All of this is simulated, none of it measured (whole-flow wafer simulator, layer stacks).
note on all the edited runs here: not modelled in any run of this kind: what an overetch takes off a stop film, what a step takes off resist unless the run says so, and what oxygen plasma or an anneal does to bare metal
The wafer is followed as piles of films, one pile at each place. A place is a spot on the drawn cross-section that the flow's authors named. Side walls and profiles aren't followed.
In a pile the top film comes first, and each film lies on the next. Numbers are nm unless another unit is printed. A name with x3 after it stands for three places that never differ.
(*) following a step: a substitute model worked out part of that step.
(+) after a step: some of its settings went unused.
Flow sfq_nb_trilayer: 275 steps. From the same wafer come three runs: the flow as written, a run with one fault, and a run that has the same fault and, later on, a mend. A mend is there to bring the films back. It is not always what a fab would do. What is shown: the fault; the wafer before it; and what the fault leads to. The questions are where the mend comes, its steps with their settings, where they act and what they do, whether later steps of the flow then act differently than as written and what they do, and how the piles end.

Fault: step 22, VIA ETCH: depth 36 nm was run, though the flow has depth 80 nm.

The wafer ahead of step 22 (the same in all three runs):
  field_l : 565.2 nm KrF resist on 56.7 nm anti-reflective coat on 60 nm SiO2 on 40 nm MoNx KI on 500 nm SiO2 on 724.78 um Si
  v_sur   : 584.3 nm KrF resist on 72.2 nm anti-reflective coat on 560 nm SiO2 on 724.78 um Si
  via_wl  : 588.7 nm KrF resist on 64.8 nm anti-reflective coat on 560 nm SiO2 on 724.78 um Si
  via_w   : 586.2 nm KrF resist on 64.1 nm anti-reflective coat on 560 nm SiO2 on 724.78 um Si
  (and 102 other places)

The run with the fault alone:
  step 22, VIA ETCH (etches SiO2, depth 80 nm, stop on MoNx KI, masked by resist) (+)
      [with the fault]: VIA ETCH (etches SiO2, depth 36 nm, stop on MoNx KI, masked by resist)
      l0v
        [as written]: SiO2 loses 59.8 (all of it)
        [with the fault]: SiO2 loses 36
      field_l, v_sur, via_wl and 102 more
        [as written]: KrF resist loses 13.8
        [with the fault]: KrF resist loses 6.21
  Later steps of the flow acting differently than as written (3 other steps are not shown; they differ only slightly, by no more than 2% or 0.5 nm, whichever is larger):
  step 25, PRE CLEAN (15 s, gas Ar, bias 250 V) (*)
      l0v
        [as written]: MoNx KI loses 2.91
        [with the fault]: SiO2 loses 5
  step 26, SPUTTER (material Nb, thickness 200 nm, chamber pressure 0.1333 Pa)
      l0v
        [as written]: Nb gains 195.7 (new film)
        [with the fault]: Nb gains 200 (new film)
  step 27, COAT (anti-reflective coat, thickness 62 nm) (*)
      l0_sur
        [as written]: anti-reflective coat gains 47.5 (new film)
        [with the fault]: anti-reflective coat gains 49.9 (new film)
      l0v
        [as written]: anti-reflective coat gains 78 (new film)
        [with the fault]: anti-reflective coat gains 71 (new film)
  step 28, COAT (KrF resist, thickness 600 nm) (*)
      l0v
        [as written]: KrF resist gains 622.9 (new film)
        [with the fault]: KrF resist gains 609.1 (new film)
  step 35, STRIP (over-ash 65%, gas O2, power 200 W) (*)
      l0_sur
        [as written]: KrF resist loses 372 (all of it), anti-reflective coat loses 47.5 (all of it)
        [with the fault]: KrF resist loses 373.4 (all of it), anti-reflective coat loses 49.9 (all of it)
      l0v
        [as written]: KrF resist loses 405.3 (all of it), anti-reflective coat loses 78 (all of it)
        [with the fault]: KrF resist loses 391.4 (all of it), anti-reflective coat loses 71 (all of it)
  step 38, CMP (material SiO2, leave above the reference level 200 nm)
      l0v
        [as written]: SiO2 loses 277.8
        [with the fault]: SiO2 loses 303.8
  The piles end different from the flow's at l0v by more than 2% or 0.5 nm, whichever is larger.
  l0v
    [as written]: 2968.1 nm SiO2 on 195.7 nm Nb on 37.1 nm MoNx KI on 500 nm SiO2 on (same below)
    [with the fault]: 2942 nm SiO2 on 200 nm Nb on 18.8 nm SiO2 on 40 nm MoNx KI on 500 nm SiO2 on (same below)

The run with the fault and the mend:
  The mend follows step 23.
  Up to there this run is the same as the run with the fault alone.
  step 23a, COAT (anti-reflective coat, thickness 62 nm) (*) (a further turn of the flow's step 15)
      p4_fl x3, p4_w1 x9, p4_g1 x2 and 59 more
        anti-reflective coat gains 62 (new film)
      be, be_sur, gap, jj_sur, r_end, moat, field_r
        anti-reflective coat gains 63.7 (new film)
      ce_l, c5j, ce_r, sp_r, be_r, r_sur, res
        anti-reflective coat gains 63.6 (new film)
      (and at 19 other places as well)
  step 23b, COAT (KrF resist, thickness 650 nm) (*) (a further turn of the flow's step 16)
      p4_fl x3, p4_w1 x9, p4_g1 x2 and 59 more
        KrF resist gains 650 (new film)
      jj_sur, ce_l, c5j, ce_r, sp_r, be_r, r_sur, res
        KrF resist gains 656.8 (new film)
      l0r_line_l, l0r_line_c, l0r_line_r
        KrF resist gains 646 (new film)
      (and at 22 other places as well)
  step 23c, SOFTBAKE (KrF resist) (a further turn of the flow's step 17)
      leaves every film unchanged at each place that is followed
  step 23d, EXPOSE (photomask L0V, dose 12.41 mJ/cm2, NA 0.6, wavelength 248 nm) (*) (a further turn of the flow's step 18)
      leaves every film unchanged at each place that is followed
  step 23e, PEB (KrF resist, 90 s) (a further turn of the flow's step 19)
      p4_fl x3, p4_w1 x9, p4_g1 x2 and 59 more
        KrF resist loses 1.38
      via_v, wire, be and 16 more
        KrF resist loses 1.39
      v_sur, via_w, via_wr, via_sp, ln_m6, lsp_r, l0v
        KrF resist loses 1.4
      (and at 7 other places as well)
  step 23f, DEVELOP (KrF resist, thickness 650 nm, 60 s) (a further turn of the flow's step 20)
      field_l, v_sur, via_wl and 102 more
        KrF resist loses 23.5
      l0v
        KrF resist loses 658.1 (all of it)
  step 23g, VIA ETCH (etches anti-reflective coat, depth 125 nm, masked by resist) (*) (+) (a further turn of the flow's step 21)
      field_l, v_sur, via_wl and 102 more
        KrF resist loses 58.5
      l0v
        anti-reflective coat loses 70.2 (all of it), SiO2 loses 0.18
  step 23h, VIA ETCH (etches SiO2, depth 44 nm, stop on MoNx KI, masked by resist) (+) (a further turn of the flow's step 22, with different settings)
      field_l, v_sur, via_wl and 102 more
        KrF resist loses 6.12
      l0v
        SiO2 loses 23.7 (all of it)
  step 23i, STRIP (over-ash 65%, gas O2, power 200 W) (*) (a further turn of the flow's step 23)
      p4_fl x3, p4_w1 x9, p4_g1 x2 and 59 more
        KrF resist loses 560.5 (all of it), anti-reflective coat loses 62 (all of it)
      ce_l, c5j, r_sur, res
        KrF resist loses 567.3 (all of it), anti-reflective coat loses 63.6 (all of it)
      gap, r_end, moat
        KrF resist loses 567.4 (all of it), anti-reflective coat loses 63.7 (all of it)
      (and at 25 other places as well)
  Every later step of the flow that is run acts as written at every place that is followed.
  At every place that both follow, the piles at the end match the flow's.
